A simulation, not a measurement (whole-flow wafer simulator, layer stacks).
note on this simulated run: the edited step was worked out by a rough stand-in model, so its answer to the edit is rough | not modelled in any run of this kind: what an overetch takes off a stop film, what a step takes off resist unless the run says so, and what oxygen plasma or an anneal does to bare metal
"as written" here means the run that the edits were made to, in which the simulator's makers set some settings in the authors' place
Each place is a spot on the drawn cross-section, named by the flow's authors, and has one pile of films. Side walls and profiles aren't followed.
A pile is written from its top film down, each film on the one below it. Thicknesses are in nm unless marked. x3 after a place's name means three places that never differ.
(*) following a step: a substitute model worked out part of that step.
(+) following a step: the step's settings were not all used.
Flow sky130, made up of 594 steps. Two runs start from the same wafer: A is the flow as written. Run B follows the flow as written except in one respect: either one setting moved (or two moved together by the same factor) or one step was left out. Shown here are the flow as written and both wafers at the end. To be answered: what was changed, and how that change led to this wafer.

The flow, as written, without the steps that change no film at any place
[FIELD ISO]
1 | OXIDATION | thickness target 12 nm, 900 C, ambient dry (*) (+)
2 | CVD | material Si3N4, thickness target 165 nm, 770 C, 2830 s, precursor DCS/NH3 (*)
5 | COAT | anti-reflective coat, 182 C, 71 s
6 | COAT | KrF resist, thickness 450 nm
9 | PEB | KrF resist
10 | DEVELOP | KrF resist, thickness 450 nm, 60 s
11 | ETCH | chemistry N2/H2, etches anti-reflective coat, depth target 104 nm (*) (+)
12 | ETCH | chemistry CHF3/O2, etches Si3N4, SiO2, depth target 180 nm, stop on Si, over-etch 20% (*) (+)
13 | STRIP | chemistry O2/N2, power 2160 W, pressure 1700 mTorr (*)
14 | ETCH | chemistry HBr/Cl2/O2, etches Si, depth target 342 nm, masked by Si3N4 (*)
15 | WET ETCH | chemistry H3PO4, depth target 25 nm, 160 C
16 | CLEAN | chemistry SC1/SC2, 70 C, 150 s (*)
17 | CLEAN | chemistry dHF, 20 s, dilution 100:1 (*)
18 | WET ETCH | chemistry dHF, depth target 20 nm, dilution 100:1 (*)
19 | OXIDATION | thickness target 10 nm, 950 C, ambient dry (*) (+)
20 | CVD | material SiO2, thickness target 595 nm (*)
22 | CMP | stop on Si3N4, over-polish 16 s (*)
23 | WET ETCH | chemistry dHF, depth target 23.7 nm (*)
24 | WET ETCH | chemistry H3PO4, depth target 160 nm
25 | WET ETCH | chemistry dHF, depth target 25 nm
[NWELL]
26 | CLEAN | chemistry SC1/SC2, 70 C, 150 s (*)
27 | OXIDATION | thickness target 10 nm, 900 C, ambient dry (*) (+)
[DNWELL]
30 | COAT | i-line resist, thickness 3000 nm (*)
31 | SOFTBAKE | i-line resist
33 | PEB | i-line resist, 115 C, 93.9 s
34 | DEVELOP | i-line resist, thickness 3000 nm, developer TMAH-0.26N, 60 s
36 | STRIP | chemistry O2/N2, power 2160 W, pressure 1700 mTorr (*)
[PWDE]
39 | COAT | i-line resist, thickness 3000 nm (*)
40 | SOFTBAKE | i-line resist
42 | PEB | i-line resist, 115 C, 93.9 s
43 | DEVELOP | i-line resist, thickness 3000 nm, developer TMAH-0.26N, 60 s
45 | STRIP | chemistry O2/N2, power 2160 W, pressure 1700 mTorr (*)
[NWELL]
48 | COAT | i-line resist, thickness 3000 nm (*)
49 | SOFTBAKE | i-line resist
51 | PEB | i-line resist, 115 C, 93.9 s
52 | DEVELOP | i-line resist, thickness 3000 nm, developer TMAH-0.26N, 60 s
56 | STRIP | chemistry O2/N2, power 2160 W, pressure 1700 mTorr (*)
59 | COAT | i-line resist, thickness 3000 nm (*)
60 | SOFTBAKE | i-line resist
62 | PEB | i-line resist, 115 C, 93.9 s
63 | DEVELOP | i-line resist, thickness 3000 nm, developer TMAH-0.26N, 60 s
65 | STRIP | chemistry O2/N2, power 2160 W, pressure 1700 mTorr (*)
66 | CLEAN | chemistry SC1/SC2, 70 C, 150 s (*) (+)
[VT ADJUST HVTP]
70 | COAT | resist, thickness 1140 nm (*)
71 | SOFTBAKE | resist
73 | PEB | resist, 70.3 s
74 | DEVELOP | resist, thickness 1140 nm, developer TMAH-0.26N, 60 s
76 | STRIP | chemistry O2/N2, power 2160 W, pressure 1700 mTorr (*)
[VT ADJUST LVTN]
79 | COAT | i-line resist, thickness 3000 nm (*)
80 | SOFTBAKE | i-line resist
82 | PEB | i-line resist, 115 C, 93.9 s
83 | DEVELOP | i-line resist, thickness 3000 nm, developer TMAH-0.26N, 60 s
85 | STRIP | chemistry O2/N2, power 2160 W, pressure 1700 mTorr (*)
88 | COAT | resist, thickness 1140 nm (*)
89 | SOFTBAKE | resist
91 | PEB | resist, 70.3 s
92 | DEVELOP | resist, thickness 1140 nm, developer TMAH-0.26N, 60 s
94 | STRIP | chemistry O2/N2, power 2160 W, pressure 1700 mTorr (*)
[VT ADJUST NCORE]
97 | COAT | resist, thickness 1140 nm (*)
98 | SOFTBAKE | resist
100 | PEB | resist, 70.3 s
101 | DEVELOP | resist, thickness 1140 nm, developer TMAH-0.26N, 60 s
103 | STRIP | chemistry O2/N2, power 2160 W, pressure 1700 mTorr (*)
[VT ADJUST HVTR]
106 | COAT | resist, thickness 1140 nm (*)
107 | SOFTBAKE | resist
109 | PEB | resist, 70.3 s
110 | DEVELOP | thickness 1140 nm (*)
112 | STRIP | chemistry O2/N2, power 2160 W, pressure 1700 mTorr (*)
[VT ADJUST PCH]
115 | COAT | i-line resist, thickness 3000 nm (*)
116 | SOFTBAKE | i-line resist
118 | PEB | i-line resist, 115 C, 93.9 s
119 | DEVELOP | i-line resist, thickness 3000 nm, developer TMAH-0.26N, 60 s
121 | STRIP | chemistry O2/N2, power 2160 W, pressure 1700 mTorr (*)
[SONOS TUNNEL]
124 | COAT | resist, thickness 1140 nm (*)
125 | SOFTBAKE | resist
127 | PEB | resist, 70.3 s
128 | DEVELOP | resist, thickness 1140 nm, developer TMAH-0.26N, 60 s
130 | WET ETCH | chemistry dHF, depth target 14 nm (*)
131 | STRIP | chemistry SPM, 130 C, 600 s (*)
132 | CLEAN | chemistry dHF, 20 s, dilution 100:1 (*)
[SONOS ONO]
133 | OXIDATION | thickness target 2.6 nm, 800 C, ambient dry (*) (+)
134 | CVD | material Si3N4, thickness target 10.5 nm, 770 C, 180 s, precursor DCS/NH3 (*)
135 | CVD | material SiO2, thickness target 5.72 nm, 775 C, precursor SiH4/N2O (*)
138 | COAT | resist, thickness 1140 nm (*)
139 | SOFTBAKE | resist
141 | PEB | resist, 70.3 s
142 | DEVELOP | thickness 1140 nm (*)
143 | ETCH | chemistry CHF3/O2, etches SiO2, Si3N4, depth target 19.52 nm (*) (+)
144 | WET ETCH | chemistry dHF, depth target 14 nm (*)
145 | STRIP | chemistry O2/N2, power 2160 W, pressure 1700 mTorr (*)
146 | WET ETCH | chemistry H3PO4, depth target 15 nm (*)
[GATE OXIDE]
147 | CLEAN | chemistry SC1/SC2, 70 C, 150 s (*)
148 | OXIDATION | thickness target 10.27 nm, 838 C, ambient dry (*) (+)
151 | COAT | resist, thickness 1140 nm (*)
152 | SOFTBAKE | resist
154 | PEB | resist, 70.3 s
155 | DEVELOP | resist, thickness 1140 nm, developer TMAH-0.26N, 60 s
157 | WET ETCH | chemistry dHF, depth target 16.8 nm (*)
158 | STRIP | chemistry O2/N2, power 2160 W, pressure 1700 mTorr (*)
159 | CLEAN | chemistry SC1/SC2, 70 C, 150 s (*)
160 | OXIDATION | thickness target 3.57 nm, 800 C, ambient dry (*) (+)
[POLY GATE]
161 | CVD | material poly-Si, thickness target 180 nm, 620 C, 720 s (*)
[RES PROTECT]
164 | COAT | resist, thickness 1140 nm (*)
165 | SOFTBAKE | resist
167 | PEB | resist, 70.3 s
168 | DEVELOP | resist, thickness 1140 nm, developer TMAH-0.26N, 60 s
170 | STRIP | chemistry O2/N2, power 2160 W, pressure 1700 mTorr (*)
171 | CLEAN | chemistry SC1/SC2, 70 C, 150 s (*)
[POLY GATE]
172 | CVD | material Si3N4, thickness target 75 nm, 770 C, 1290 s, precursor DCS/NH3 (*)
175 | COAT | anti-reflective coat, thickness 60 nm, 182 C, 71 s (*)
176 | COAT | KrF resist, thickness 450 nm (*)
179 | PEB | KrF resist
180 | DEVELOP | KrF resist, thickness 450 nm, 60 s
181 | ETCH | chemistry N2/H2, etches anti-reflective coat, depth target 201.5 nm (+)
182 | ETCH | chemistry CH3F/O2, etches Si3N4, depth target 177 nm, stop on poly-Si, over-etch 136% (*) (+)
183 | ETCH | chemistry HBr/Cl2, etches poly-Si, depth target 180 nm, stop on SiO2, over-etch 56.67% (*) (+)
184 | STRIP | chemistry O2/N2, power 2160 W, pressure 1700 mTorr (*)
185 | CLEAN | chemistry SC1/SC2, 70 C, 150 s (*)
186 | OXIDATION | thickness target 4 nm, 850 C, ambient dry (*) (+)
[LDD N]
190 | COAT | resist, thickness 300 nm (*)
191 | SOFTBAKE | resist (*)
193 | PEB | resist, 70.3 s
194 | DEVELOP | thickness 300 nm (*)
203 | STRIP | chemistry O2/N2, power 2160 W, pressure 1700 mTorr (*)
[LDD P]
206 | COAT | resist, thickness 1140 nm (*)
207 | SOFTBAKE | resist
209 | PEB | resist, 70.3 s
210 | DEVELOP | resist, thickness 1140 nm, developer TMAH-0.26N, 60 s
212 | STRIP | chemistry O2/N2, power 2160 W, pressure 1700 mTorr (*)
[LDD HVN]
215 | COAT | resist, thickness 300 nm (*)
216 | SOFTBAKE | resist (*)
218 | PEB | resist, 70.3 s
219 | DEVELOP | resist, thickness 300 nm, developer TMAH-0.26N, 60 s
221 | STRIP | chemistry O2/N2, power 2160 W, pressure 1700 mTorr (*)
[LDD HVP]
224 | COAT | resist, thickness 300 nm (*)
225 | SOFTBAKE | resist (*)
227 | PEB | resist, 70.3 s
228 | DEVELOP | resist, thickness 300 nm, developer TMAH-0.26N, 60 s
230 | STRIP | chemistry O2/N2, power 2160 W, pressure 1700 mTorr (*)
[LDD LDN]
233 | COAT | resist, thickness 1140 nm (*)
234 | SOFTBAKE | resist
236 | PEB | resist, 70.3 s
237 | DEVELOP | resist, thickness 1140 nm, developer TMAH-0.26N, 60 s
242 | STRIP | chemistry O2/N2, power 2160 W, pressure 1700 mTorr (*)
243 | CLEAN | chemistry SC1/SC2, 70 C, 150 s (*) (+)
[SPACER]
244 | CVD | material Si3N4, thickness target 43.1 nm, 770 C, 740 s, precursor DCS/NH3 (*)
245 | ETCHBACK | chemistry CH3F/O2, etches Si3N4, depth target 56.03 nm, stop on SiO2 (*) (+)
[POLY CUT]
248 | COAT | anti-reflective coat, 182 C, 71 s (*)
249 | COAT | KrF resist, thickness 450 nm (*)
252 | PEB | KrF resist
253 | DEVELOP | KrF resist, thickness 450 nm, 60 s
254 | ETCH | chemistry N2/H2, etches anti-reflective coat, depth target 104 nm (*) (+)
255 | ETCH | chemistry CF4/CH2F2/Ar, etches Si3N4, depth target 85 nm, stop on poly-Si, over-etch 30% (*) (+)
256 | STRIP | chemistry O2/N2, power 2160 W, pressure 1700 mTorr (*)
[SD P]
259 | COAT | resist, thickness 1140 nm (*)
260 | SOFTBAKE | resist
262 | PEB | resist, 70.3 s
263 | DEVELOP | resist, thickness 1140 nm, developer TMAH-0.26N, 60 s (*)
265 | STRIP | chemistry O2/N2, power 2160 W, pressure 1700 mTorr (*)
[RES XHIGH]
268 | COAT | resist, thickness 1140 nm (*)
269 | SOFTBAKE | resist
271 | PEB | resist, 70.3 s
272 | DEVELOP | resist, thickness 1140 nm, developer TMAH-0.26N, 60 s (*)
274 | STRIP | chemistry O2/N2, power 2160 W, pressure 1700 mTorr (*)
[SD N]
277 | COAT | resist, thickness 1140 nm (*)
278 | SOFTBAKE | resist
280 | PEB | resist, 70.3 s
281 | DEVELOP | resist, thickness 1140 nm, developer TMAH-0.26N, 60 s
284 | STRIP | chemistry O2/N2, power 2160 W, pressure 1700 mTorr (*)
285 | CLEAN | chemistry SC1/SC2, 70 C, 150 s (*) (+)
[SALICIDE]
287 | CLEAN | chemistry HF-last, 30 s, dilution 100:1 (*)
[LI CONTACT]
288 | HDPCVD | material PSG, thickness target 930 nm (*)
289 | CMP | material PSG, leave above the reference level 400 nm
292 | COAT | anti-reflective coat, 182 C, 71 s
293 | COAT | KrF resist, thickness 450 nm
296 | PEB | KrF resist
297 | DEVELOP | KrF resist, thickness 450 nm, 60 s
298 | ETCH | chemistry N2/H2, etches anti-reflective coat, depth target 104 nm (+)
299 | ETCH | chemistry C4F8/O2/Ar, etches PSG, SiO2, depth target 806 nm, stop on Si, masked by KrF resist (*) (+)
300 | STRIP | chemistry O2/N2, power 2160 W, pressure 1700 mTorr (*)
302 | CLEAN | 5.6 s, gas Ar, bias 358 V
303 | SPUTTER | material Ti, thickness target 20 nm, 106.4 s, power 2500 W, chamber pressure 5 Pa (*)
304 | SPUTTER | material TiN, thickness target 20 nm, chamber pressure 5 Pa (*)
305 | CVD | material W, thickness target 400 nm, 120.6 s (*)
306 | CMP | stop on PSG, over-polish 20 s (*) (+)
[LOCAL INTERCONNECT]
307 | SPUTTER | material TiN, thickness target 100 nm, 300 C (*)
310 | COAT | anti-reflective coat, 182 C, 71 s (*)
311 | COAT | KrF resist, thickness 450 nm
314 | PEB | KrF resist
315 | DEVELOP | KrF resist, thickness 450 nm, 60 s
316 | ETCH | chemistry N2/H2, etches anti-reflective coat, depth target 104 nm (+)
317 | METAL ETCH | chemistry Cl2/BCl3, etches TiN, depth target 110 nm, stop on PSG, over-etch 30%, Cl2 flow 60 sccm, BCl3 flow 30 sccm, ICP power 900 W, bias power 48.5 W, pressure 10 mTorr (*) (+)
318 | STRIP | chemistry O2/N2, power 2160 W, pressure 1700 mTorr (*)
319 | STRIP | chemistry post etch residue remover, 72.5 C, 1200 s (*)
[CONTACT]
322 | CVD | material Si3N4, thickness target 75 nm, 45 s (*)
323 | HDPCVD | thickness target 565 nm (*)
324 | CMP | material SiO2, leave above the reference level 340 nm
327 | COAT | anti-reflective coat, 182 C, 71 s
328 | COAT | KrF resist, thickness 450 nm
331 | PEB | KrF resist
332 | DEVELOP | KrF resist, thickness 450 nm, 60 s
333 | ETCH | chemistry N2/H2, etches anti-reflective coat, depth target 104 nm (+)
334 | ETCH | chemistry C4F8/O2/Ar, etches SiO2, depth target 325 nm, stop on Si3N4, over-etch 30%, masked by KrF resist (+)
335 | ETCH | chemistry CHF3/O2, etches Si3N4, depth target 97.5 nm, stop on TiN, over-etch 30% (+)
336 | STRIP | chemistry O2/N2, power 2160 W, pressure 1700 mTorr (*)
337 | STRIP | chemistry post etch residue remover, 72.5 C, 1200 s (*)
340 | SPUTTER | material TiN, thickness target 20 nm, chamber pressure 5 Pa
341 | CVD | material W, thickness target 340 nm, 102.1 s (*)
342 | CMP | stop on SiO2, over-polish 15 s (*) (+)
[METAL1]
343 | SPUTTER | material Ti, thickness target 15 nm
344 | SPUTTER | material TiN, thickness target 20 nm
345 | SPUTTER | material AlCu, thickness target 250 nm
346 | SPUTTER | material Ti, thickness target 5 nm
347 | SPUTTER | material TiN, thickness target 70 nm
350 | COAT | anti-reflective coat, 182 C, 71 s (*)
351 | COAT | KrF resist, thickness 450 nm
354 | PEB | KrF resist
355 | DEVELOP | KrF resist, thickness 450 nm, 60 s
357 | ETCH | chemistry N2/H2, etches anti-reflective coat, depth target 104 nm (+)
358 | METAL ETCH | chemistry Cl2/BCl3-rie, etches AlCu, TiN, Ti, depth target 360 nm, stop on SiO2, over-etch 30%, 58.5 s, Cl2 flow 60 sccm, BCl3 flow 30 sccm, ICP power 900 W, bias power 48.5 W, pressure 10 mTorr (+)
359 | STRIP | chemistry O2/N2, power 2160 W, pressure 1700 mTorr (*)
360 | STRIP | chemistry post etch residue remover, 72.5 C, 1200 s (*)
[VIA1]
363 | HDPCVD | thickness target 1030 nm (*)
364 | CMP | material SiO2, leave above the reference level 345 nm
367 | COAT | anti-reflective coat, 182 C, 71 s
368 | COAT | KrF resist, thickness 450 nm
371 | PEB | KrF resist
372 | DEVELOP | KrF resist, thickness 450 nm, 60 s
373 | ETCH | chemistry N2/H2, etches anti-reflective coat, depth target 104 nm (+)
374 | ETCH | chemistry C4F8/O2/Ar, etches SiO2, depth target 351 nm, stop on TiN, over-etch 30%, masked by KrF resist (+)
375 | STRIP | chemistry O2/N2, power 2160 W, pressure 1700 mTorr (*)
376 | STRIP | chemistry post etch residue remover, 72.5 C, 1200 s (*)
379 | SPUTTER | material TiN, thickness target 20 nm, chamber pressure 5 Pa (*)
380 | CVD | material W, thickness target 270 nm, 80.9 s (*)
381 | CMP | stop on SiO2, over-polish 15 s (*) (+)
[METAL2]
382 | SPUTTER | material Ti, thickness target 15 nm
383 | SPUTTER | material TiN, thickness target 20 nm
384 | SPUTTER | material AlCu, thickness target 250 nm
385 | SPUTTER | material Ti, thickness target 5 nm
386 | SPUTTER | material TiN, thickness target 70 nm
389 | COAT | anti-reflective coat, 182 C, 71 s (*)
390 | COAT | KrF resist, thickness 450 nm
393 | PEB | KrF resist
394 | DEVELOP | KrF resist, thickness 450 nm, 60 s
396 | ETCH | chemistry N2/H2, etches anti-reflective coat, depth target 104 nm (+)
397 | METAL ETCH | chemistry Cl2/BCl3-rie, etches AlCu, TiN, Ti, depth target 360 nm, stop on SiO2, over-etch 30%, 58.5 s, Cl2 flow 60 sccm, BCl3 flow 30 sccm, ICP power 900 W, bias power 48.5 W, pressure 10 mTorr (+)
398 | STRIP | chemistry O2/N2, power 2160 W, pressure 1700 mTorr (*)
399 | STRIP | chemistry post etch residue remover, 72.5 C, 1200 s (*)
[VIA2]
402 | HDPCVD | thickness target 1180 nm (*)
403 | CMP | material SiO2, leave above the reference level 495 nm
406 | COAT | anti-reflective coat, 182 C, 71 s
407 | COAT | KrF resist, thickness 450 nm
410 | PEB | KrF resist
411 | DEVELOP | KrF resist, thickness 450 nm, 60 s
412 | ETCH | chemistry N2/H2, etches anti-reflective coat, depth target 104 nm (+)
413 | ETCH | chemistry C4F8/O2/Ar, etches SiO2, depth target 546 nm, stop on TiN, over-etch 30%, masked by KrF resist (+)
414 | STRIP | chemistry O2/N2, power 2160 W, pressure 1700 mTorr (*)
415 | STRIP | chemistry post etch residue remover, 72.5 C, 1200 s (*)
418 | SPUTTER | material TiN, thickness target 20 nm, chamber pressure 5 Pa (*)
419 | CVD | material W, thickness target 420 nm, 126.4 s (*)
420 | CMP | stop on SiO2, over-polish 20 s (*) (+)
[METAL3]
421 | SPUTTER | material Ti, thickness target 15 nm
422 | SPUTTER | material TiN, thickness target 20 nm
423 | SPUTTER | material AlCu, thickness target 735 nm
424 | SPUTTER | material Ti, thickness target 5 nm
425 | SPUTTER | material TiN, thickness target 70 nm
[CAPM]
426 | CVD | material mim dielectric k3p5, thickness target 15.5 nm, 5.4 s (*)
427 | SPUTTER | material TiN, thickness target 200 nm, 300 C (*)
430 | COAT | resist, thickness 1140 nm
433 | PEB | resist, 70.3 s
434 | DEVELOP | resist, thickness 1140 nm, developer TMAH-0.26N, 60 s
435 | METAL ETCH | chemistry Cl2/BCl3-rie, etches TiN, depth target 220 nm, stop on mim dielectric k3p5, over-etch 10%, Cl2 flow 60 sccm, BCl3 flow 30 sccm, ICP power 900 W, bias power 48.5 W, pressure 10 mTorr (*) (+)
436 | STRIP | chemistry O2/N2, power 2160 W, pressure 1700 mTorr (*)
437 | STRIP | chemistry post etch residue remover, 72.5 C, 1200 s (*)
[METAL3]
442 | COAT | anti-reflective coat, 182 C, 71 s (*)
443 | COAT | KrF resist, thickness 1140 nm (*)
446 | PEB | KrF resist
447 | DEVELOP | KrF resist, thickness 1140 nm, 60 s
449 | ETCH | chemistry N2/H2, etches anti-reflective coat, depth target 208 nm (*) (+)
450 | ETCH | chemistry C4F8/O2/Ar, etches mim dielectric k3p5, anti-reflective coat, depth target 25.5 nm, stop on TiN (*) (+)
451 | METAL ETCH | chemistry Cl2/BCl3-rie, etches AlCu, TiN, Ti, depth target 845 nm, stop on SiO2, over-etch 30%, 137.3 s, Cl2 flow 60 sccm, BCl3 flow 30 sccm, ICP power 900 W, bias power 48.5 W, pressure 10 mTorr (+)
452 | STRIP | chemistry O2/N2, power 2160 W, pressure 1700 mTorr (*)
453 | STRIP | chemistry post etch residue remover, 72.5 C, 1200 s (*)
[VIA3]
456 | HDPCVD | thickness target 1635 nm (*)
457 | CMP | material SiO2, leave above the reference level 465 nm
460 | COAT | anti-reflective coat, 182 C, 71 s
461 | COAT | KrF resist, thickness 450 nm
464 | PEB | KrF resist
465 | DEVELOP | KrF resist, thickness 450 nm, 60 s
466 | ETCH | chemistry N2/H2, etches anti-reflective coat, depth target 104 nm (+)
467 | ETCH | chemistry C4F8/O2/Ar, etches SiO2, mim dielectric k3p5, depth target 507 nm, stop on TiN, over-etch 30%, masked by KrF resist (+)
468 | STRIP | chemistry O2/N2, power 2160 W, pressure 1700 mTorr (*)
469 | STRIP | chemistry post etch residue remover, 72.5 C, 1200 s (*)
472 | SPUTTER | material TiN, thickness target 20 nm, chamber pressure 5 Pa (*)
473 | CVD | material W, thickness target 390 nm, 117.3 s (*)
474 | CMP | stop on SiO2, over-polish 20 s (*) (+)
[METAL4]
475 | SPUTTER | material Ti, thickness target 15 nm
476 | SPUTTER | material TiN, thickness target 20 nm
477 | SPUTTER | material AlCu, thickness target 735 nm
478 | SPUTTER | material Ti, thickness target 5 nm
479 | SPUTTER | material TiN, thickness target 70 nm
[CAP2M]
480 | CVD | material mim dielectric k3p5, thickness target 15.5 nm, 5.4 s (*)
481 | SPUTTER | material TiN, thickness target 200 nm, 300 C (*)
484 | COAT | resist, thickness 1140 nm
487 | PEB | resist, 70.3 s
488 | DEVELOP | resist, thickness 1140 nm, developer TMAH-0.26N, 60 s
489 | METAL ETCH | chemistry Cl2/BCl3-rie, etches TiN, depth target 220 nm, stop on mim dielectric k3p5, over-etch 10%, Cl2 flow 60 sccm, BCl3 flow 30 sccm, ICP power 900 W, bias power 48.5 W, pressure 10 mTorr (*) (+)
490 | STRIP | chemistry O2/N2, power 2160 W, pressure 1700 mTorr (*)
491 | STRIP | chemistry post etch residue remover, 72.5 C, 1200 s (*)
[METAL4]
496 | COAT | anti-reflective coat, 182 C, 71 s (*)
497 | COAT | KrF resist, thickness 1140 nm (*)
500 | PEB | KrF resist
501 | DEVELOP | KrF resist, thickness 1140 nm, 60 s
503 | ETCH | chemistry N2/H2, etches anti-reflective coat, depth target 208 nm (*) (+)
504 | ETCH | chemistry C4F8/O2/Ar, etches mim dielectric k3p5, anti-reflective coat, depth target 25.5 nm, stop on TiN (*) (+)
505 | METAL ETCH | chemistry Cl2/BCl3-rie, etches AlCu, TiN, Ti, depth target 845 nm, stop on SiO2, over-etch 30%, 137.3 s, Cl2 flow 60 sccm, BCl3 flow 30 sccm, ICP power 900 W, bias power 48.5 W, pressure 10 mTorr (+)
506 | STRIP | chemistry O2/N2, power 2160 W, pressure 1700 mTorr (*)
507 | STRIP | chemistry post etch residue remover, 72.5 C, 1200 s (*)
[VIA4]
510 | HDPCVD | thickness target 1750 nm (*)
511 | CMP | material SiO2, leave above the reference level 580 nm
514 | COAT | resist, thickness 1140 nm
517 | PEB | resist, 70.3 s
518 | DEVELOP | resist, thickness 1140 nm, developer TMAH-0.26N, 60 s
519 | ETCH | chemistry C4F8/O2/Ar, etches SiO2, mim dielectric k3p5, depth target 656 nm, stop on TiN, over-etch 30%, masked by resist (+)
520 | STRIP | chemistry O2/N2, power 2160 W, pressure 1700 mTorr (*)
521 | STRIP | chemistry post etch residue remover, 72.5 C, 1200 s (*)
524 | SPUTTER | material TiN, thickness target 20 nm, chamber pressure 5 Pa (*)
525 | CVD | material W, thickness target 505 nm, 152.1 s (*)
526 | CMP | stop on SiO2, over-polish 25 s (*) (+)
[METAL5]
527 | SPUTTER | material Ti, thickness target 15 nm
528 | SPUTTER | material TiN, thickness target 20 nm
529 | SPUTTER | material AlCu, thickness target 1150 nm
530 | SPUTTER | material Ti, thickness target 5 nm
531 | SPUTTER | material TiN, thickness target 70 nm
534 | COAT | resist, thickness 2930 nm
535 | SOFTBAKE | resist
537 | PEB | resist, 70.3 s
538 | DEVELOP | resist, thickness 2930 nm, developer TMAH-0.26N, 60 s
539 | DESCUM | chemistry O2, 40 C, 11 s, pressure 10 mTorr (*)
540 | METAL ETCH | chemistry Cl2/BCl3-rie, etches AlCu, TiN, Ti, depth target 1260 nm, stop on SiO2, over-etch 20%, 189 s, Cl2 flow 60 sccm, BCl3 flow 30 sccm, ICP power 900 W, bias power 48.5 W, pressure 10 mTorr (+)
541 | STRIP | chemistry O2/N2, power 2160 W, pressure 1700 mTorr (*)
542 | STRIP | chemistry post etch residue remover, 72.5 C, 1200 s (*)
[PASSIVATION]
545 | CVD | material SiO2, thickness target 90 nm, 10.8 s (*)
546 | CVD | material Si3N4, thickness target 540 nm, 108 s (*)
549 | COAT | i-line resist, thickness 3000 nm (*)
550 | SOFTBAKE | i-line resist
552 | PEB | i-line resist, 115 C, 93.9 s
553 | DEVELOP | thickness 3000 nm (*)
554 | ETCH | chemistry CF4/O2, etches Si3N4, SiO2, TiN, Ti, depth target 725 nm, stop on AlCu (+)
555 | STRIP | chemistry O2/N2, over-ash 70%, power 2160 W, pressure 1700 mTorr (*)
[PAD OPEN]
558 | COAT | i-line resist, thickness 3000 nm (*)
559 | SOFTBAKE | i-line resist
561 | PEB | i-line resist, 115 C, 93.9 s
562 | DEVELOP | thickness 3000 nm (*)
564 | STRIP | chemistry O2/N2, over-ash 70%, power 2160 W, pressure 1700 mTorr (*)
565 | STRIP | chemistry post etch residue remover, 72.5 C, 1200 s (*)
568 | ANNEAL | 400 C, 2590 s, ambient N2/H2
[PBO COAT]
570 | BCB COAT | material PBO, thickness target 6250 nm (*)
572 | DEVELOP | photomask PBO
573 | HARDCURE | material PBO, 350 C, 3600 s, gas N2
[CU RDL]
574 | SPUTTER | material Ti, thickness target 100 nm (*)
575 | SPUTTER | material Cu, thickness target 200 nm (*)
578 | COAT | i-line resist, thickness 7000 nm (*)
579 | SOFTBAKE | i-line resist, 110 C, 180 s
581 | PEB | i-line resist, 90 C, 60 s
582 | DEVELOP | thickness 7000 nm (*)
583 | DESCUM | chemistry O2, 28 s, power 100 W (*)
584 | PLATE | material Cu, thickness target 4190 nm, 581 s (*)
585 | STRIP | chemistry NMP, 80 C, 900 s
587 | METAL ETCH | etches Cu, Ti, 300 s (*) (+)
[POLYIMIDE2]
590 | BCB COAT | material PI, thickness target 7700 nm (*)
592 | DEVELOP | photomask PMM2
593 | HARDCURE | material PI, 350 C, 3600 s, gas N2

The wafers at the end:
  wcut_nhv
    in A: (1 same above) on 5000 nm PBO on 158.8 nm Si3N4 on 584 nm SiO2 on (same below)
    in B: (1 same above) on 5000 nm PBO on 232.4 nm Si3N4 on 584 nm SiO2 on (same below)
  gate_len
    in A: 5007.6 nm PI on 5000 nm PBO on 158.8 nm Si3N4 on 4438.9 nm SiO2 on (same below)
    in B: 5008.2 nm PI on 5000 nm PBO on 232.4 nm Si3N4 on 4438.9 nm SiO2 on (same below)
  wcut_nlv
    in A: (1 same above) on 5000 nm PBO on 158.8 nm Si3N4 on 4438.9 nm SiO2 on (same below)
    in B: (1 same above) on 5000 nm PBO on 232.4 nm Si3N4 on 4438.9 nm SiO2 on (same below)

What caused this: step 546, CVD: thickness target 788 nm was run, though the flow has thickness target 540 nm; step 546, CVD: 158 s was run, where the flow has 108 s.

The path from the change to this, step by step:
  546 | CVD | material Si3N4, thickness target 540 nm, 108 s (*)
      field, active, n_well and 190 more: A +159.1 Si3N4 (new film) | B +232.8 Si3N4 (new film)
  550 | SOFTBAKE | i-line resist
      gate_p_lvt, iso_guard_hv_nw: A +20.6 i-line resist | B +22.8 i-line resist
      active: A +12 i-line resist | B +13.6 i-line resist
      (also at 60 further places)
  554 | ETCH | chemistry CF4/O2, etches Si3N4, SiO2, TiN, Ti, depth target 725 nm, stop on AlCu (+)
      field, active, n_well and 189 more: A -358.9 i-line resist | B -432.5 i-line resist
      pad: A -159.1 Si3N4 (all of it), -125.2 SiO2 (all of it), -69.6 TiN (all of it), -5 Ti (all of it) | B -232.8 Si3N4 (all of it), -125.2 SiO2 (all of it), -69.6 TiN (all of it), -5 Ti (all of it)
  555 | STRIP | chemistry O2/N2, over-ash 70%, power 2160 W, pressure 1700 mTorr (*)
      gate_hv, dice_street, iso_guard and 83 more: A -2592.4 i-line resist (all of it) | B -2518.8 i-line resist (all of it)
      n_well, p_well, sd_n, sd_p: A -1340.8 i-line resist (all of it) | B -1267.2 i-line resist (all of it)
      (also at 102 further places)
  558 | COAT | i-line resist, thickness 3000 nm (*)
      pad: A +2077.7 i-line resist (new film) | B +2151.7 i-line resist (new film)
  559 | SOFTBAKE | i-line resist
      gate_p_lvt, iso_guard_hv_nw: A +20.6 i-line resist | B +22.8 i-line resist
      field: A +12.5 i-line resist | B +14.2 i-line resist
      (also at 67 further places)
  561 | PEB | i-line resist, 115 C, 93.9 s
      pad: A -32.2 i-line resist | B -33.5 i-line resist
  562 | DEVELOP | thickness 3000 nm (*)
      pad: A -2045.5 i-line resist (all of it) | B -2118.3 i-line resist (all of it)
  578 | COAT | i-line resist, thickness 7000 nm (*)
      pad: A +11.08 um i-line resist (new film) | B +11.16 um i-line resist (new film)
  579 | SOFTBAKE | i-line resist, 110 C, 180 s
      ndiff_licon_rim, ndiff_licon: A -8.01 i-line resist | B -9.13 i-line resist
      rpo_hd_licon, mim2: A -14.9 i-line resist | B -16 i-line resist
      (also at 28 further places)
  582 | DEVELOP | thickness 7000 nm (*)
      pad: A -11.08 um i-line resist (all of it) | B -11.16 um i-line resist (all of it)
